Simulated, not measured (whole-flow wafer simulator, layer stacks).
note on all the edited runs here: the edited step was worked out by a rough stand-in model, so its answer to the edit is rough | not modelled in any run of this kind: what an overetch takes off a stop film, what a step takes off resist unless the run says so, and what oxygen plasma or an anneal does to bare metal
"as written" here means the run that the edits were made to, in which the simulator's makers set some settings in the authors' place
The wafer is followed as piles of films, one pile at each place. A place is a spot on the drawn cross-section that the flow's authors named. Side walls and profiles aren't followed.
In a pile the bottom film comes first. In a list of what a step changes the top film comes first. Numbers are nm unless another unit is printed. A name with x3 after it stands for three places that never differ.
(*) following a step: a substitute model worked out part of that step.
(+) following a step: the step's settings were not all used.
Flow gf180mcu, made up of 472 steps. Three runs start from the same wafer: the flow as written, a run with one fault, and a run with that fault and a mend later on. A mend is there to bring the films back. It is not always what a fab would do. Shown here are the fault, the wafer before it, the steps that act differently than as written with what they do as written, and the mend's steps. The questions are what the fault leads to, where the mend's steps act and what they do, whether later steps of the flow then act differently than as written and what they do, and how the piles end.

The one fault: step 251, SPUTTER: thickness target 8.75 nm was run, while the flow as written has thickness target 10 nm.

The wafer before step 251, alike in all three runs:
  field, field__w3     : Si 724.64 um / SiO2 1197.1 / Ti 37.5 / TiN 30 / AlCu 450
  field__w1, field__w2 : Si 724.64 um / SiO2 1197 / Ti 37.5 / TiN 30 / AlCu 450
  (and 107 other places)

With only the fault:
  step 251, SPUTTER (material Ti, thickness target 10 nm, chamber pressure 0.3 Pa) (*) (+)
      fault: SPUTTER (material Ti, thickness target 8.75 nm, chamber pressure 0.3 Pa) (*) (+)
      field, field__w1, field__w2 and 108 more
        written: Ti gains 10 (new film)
        fault: Ti gains 8.75 (new film)
  Later steps of the flow acting differently than as written (3 more steps, not shown, differ only slightly: by at most 2% or 0.5 nm, whichever is larger):
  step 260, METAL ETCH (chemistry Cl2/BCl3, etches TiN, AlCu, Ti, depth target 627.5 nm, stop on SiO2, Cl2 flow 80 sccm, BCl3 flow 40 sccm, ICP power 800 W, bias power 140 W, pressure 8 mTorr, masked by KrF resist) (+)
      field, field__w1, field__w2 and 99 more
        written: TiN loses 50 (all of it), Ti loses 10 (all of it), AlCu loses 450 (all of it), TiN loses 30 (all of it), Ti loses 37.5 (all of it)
        fault: TiN loses 50 (all of it), Ti loses 8.75 (all of it), AlCu loses 450 (all of it), TiN loses 30 (all of it), Ti loses 37.5 (all of it)
  By the end, the piles at field__w8, contact, m1 and 6 more depart from the flow's by more than 2% or 0.5 nm, whichever is larger.
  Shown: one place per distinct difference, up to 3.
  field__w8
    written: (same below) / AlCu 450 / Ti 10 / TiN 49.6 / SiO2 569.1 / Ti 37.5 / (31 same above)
    fault: (same below) / AlCu 450 / Ti 8.75 / TiN 49.6 / SiO2 570.4 / Ti 37.5 / (31 same above)
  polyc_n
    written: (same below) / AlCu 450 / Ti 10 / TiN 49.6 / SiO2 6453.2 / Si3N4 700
    fault: (same below) / AlCu 450 / Ti 8.75 / TiN 49.6 / SiO2 6454.4 / Si3N4 700
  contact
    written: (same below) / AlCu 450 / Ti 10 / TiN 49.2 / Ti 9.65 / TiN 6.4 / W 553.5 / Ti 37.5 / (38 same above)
    fault: (same below) / AlCu 450 / Ti 8.75 / TiN 49.2 / Ti 9.65 / TiN 6.4 / W 554.8 / Ti 37.5 / (38 same above)

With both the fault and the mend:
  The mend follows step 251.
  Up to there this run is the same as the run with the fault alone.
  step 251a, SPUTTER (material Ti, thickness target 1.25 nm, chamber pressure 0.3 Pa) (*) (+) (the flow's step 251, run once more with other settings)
      field, field__w1, field__w2 and 108 more
        Ti gains 1.25
  None of the later steps of the flow acts differently than as written at any place that is followed.
  By the end, the piles equal the flow's at every place that both follow.
